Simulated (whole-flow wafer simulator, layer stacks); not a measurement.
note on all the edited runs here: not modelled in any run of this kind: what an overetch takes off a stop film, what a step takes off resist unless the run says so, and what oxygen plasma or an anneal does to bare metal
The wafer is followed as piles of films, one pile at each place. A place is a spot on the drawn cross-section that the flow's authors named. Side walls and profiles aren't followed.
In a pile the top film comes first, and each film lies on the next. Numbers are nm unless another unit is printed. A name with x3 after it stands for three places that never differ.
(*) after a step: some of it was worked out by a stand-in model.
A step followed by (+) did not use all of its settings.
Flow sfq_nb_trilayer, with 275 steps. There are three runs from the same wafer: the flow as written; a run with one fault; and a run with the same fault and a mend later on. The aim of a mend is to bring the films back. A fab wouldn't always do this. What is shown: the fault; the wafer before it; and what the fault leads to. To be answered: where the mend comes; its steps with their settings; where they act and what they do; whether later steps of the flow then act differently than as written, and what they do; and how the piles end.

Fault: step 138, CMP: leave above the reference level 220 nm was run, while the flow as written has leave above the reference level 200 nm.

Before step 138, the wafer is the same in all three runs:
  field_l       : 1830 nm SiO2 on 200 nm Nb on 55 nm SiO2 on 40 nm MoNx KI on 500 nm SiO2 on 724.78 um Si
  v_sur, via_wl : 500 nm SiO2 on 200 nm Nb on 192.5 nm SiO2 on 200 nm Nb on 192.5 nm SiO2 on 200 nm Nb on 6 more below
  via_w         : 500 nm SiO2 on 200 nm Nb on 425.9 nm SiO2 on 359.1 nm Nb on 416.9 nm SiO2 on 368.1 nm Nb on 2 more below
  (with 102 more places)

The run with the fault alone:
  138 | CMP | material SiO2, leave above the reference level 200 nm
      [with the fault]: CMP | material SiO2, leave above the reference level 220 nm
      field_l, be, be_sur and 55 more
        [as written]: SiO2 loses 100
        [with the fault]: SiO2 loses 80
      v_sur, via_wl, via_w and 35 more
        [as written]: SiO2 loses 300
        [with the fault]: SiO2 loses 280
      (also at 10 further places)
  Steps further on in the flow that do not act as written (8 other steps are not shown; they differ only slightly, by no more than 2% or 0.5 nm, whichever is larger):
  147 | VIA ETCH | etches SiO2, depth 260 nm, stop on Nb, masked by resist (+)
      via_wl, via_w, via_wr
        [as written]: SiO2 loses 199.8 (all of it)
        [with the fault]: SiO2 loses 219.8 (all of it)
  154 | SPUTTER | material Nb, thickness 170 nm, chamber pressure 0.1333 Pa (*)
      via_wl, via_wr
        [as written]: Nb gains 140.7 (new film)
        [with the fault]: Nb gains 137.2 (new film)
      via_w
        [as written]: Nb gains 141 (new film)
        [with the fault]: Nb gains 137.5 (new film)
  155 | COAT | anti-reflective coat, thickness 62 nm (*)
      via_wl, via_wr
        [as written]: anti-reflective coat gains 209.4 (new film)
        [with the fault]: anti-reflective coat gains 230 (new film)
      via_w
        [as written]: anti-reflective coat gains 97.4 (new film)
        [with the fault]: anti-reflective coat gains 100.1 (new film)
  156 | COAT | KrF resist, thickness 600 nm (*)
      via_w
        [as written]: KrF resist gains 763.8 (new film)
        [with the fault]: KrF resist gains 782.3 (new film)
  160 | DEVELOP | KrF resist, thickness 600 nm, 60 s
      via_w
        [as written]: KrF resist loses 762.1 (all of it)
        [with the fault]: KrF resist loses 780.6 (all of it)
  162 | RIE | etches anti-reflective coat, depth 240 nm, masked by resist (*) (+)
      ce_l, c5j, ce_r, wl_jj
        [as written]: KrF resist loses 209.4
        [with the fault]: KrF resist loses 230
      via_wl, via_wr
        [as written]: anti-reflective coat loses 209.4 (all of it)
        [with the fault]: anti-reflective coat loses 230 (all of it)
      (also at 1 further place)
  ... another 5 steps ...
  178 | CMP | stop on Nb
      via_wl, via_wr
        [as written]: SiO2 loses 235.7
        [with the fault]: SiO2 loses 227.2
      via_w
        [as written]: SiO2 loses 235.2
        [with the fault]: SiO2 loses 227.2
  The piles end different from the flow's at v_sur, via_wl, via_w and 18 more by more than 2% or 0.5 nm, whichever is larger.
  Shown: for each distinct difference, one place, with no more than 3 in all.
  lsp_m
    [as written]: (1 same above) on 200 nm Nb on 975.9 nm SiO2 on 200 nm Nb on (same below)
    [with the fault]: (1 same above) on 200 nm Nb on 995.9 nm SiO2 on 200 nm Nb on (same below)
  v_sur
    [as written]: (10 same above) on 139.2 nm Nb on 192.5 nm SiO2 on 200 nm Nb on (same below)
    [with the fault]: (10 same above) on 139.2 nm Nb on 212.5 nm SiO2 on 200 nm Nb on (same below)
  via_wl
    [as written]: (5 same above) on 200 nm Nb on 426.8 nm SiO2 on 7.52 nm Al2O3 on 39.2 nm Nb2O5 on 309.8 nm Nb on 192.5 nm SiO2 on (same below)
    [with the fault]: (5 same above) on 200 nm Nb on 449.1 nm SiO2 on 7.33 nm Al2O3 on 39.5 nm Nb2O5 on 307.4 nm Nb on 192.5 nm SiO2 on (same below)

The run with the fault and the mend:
  After step 145 comes the mend.
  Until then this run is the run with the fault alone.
  145a | STRIP | over-ash 65%, gas O2, power 200 W (*)
      field_l, v_sur, via_sp and 100 more
        KrF resist loses 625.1 (all of it), anti-reflective coat loses 62 (all of it)
      via_wl, via_w, via_wr
        anti-reflective coat loses 62 (all of it)
  145b | CMP | material SiO2, leave above the reference level 200 nm (the flow's step 138 again)
      field_l, v_sur, via_wl and 103 more
        SiO2 loses 20
  145c | COAT | anti-reflective coat, thickness 62 nm (the flow's step 140 again)
      field_l, v_sur, via_wl and 103 more
        anti-reflective coat gains 62 (new film)
  145d | COAT | KrF resist, thickness 650 nm (the flow's step 141 again)
      field_l, v_sur, via_wl and 103 more
        KrF resist gains 650 (new film)
  145e | SOFTBAKE | KrF resist (the flow's step 142 again)
      leaves every film unchanged at each place that is followed
  145f | EXPOSE | photomask I4, dose 11.93 mJ/cm2, NA 0.6, wavelength 248 nm (*) (the flow's step 143 again)
      leaves every film unchanged at each place that is followed
  145g | PEB | KrF resist, 90 s (the flow's step 144 again)
      field_l, v_sur, via_wl and 103 more
        KrF resist loses 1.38
  145h | DEVELOP | KrF resist, thickness 650 nm, 60 s (the flow's step 145 again)
      field_l, v_sur, via_sp and 100 more
        KrF resist loses 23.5
      via_wl, via_w, via_wr
        KrF resist loses 648.6 (all of it)
  None of the later steps of the flow acts differently than as written at any place that is followed.
  By the end, the piles equal the flow's at every place that both follow.
